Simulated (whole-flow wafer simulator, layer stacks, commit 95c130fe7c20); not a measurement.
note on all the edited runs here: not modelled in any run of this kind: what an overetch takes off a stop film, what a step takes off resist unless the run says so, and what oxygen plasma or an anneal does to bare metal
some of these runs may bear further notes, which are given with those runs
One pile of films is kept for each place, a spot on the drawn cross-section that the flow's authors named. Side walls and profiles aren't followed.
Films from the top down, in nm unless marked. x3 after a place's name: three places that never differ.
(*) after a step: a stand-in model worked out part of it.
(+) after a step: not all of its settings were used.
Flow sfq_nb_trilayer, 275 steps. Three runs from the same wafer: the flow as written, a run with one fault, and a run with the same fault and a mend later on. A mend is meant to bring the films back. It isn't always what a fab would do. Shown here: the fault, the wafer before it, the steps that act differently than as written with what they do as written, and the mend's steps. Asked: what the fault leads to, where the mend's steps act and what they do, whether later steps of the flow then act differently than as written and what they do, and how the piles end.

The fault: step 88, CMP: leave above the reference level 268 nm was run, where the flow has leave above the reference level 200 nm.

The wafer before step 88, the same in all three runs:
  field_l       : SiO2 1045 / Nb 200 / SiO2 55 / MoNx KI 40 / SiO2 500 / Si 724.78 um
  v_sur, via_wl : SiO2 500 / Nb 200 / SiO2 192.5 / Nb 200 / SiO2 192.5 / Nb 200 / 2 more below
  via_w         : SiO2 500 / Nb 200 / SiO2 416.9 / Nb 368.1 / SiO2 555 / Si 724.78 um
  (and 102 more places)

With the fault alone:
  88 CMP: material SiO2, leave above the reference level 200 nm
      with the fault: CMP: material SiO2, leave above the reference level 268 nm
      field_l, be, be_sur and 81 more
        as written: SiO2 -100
        with the fault: SiO2 -32
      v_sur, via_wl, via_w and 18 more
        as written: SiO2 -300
        with the fault: SiO2 -232
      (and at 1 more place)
  Later steps of the flow that act differently than as written (4 more steps differ only slightly, by at most 2% or 0.5 nm, whichever is larger, and aren't shown):
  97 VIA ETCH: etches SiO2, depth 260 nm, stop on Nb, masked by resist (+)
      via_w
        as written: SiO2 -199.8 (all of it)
        with the fault: SiO2 -260
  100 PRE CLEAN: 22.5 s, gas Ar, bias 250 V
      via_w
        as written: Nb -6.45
        with the fault: SiO2 -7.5
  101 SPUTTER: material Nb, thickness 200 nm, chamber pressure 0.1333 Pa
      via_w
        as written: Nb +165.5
        with the fault: Nb +152.6 (new film)
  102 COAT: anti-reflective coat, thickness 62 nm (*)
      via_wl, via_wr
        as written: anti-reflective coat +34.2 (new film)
        with the fault: anti-reflective coat +23 (new film)
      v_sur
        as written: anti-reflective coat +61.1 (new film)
        with the fault: anti-reflective coat +55.7 (new film)
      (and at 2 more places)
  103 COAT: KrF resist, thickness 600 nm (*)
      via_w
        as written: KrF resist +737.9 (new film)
        with the fault: KrF resist +794 (new film)
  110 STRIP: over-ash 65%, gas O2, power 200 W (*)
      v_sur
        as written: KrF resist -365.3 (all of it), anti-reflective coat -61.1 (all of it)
        with the fault: KrF resist -362.3 (all of it), anti-reflective coat -55.7 (all of it)
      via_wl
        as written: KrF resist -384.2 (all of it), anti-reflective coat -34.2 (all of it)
        with the fault: KrF resist -383.9 (all of it), anti-reflective coat -23 (all of it)
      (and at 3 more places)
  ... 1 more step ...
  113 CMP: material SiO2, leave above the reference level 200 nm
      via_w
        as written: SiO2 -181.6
        with the fault: SiO2 -157.1
  At the end the piles differ from the flow's by more than 2% or 0.5 nm, whichever is larger, at field_l, v_sur, via_wl and 103 more.
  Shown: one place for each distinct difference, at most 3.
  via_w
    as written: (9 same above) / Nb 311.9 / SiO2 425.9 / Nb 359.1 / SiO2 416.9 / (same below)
    with the fault: (9 same above) / Nb 311.9 / SiO2 500.1 / Nb 152.6 / SiO2 0.34 / Nb 200 / SiO2 416.9 / (same below)
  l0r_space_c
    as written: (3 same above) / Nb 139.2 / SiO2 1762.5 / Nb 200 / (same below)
    with the fault: (3 same above) / Nb 139.2 / SiO2 1830.5 / Nb 200 / (same below)
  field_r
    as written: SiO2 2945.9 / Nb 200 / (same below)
    with the fault: SiO2 3013.9 / Nb 200 / (same below)

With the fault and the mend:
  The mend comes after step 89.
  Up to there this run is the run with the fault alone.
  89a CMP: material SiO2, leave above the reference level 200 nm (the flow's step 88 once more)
      field_l, v_sur, via_wl and 103 more
        SiO2 -68
  No later step of the flow acts differently than as written at any place that is followed.
  At the end the piles are the same as the flow's at every place that both follow.
